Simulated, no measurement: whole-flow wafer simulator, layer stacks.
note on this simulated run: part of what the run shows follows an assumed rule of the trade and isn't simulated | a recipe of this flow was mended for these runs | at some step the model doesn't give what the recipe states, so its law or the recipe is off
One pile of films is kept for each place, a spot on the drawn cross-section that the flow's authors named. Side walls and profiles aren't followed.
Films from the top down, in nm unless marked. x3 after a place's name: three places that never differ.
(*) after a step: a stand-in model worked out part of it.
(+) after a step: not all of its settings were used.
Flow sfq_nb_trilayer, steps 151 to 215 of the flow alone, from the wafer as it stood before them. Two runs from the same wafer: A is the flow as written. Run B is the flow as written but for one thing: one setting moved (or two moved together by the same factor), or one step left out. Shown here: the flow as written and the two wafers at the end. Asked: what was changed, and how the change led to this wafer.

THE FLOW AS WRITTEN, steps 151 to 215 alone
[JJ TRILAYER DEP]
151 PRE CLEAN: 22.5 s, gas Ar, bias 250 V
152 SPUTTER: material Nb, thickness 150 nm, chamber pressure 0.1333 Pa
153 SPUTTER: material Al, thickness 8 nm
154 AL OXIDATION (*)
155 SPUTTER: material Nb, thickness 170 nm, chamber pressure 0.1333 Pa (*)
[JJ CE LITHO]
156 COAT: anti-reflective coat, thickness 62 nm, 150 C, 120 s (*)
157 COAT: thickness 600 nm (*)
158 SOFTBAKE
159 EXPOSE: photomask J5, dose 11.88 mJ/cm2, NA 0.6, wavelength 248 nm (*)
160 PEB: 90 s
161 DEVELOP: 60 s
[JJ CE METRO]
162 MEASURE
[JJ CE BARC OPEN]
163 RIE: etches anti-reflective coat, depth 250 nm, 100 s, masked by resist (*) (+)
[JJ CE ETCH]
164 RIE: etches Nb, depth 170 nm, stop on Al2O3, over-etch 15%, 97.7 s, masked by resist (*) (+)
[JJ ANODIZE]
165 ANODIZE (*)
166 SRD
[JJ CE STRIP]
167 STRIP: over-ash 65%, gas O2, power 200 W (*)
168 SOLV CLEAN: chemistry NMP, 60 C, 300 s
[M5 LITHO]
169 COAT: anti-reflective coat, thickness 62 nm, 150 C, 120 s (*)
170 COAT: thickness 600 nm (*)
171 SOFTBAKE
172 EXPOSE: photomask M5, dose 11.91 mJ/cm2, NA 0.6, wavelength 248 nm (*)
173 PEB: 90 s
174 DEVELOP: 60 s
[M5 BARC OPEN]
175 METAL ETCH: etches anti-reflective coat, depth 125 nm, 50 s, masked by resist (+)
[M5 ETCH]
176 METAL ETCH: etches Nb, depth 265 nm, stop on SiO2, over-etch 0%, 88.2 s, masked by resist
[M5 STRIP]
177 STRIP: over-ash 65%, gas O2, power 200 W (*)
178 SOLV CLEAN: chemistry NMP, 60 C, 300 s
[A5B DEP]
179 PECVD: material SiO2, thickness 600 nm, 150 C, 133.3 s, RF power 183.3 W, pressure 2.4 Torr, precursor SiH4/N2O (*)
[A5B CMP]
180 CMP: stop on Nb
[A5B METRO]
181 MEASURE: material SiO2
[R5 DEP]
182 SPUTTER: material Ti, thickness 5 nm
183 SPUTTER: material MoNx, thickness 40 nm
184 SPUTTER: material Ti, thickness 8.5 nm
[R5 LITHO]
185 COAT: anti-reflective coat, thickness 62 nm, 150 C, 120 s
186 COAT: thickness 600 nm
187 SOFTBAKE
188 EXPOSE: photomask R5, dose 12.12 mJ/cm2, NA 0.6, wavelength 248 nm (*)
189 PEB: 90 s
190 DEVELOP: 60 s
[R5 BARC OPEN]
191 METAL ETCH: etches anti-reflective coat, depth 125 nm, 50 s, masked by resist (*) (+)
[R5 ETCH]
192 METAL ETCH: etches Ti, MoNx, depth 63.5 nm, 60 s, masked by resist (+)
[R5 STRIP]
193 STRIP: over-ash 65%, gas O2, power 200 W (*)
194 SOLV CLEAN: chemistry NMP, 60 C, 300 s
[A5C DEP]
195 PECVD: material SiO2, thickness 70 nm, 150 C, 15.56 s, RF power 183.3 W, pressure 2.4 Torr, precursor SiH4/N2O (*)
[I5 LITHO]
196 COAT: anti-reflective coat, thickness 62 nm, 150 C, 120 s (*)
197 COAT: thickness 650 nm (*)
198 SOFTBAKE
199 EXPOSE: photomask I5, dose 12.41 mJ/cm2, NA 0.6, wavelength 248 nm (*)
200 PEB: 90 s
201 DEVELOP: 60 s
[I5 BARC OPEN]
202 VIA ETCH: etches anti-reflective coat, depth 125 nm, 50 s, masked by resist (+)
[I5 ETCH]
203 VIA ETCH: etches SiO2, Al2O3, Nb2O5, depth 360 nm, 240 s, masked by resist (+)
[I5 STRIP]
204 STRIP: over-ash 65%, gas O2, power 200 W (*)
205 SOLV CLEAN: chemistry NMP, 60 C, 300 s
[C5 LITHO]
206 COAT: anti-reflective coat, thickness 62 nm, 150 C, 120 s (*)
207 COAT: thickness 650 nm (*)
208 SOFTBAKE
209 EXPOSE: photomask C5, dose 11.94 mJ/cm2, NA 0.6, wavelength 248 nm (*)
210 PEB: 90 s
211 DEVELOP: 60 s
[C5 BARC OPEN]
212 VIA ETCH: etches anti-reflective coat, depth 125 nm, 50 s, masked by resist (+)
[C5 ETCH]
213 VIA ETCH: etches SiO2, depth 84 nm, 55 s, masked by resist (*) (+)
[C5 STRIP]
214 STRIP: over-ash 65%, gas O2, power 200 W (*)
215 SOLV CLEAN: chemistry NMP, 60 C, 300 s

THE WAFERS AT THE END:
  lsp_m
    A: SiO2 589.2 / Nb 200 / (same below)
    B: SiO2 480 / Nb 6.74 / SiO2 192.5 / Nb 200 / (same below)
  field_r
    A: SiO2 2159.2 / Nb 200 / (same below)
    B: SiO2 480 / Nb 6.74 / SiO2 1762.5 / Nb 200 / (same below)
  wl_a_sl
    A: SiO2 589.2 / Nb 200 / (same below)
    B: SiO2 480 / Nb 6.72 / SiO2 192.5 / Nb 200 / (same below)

The cause: step 152, SPUTTER: thickness 240 nm was run, where the flow has thickness 150 nm.

How the change led to this, step by step:
  152 SPUTTER: material Nb, thickness 150 nm, chamber pressure 0.1333 Pa
      field_l, v_sur, via_sp and 100 more: A Nb +150 (new film) | B Nb +240 (new film)
      via_wl, via_w, via_wr: A Nb +129.8 | B Nb +208.9
  155 SPUTTER: material Nb, thickness 170 nm, chamber pressure 0.1333 Pa (*)
      via_wl, via_wr: A Nb +139.9 (new film) | B Nb +109 (new film)
      via_w: A Nb +140.2 (new film) | B Nb +154.3 (new film)
  156 COAT: anti-reflective coat, thickness 62 nm, 150 C, 120 s (*)
      via_wl, via_wr: A anti-reflective coat +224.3 (new film) | B anti-reflective coat +283.3 (new film)
      via_w: A anti-reflective coat +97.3 (new film) | B anti-reflective coat +104.6 (new film)
  157 COAT: thickness 600 nm (*)
      via_wl: A KrF-resist-other-grade +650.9 (new film) | B KrF-resist-other-grade +635.9 (new film)
      via_wr: A KrF-resist-other-grade +651.4 (new film) | B KrF-resist-other-grade +636.4 (new film)
  161 DEVELOP: 60 s
      via_wl: A KrF-resist-other-grade -649.5 (all of it) | B KrF-resist-other-grade -634.6 (all of it)
      via_wr: A KrF-resist-other-grade -650 (all of it) | B KrF-resist-other-grade -635.1 (all of it)
  163 RIE: etches anti-reflective coat, depth 250 nm, 100 s, masked by resist (*) (+)
      via_wl, via_wr: A anti-reflective coat -224.3 (all of it) | B anti-reflective coat -250
      via_w: A anti-reflective coat -97.3 (all of it) | B anti-reflective coat -104.6 (all of it)
  164 RIE: etches Nb, depth 170 nm, stop on Al2O3, over-etch 15%, 97.7 s, masked by resist (*) (+)
      via_wl, via_wr: A Nb -139.9 (all of it), Al2O3 -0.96 (all of it) | B anti-reflective coat -33.3 (all of it), Nb -109 (all of it), Al2O3 -0.96 (all of it)
      via_w: A Nb -140.2 (all of it), Al2O3 -0.96 (all of it) | B Nb -154.3 (all of it), Al2O3 -0.96 (all of it)
  165 ANODIZE (*)
      via_w: A Al2O3 +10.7 (new film), Nb2O5 +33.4 (new film), Al -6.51 (all of it), Nb -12 | B Al2O3 +11.2 (new film), Nb2O5 +32.7 (new film), Al -6.77 (all of it), Nb -11.8
  169 COAT: anti-reflective coat, thickness 62 nm, 150 C, 120 s (*)
      via_wl, via_wr: A anti-reflective coat +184 (new film) | B anti-reflective coat +172.3 (new film)
      field_l: A anti-reflective coat +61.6 (new film) | B anti-reflective coat +58.4 (new film)
      (and at 3 more places)
  170 COAT: thickness 600 nm (*)
      via_wl: A KrF-resist-other-grade +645 (new film) | B KrF-resist-other-grade +658.3 (new film)
      via_wr: A KrF-resist-other-grade +646 (new film) | B KrF-resist-other-grade +659.8 (new film)
  175 METAL ETCH: etches anti-reflective coat, depth 125 nm, 50 s, masked by resist (+)
      field_l: A anti-reflective coat -61.6 (all of it), Al2O3 -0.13 | B anti-reflective coat -58.4 (all of it), Al2O3 -0.13
  176 METAL ETCH: etches Nb, depth 265 nm, stop on SiO2, over-etch 0%, 88.2 s, masked by resist
      field_l, res, r_end and 47 more: A Al2O3 -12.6 (all of it), Nb2O5 -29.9 (all of it), Nb -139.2 (all of it), SiO2 -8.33 | B Al2O3 -12.6 (all of it), Nb2O5 -29.9 (all of it), Nb -222.5
      r_sur, wl_a_sl, wl_a_m6: A Al2O3 -12.5 (all of it), Nb2O5 -29.9 (all of it), Nb -139.2 (all of it), SiO2 -8.33 | B Al2O3 -12.5 (all of it), Nb2O5 -29.9 (all of it), Nb -222.5
  177 STRIP: over-ash 65%, gas O2, power 200 W (*)
      v_sur: A KrF-resist-other-grade -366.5 (all of it), anti-reflective coat -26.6 (all of it) | B KrF-resist-other-grade -362.7 (all of it), anti-reflective coat -23 (all of it)
      via_wl: A KrF-resist-other-grade -418.2 (all of it), anti-reflective coat -184 (all of it) | B KrF-resist-other-grade -431.4 (all of it), anti-reflective coat -172.3 (all of it)
      (and at 3 more places)
  179 PECVD: material SiO2, thickness 600 nm, 150 C, 133.3 s, RF power 183.3 W, pressure 2.4 Torr, precursor SiH4/N2O (*)
      field_l, p4_fl x5, p4_w1 x9 and 27 more: A SiO2 +600 | B SiO2 +600 (new film)
      r_sur, res, r_end, moat, field_r, lsp_l: A SiO2 +593.1 | B SiO2 +590.4 (new film)
      (and at 5 more places)
  180 CMP: stop on Nb
      field_l, p4_fl x5, p4_w1 x9 and 25 more: A SiO2 -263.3 | B SiO2 -188.4
      r_sur, res, r_end, moat, field_r, lsp_l: A SiO2 -256.4 | B SiO2 -178.7
      (and at 10 more places)
Counting metal films that touch as one body, lsp_m has 3 bodies (between them, from the top down: SiO2 192.5; SiO2 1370); the flow as written gives 2 bodies (between them, from the top down: SiO2 1370).
Counting metal films that touch as one body, field_r has 2 bodies (between them, from the top down: SiO2 1762.5); the flow as written gives 1 body.
Counting metal films that touch as one body, wl_a_sl has 6 bodies (between them, from the top down: SiO2 192.5; SiO2 192.5; SiO2 192.5; SiO2 192.5; SiO2 192.5); the flow as written gives 5 bodies (between them, from the top down: SiO2 192.5; SiO2 192.5; SiO2 192.5; SiO2 192.5).
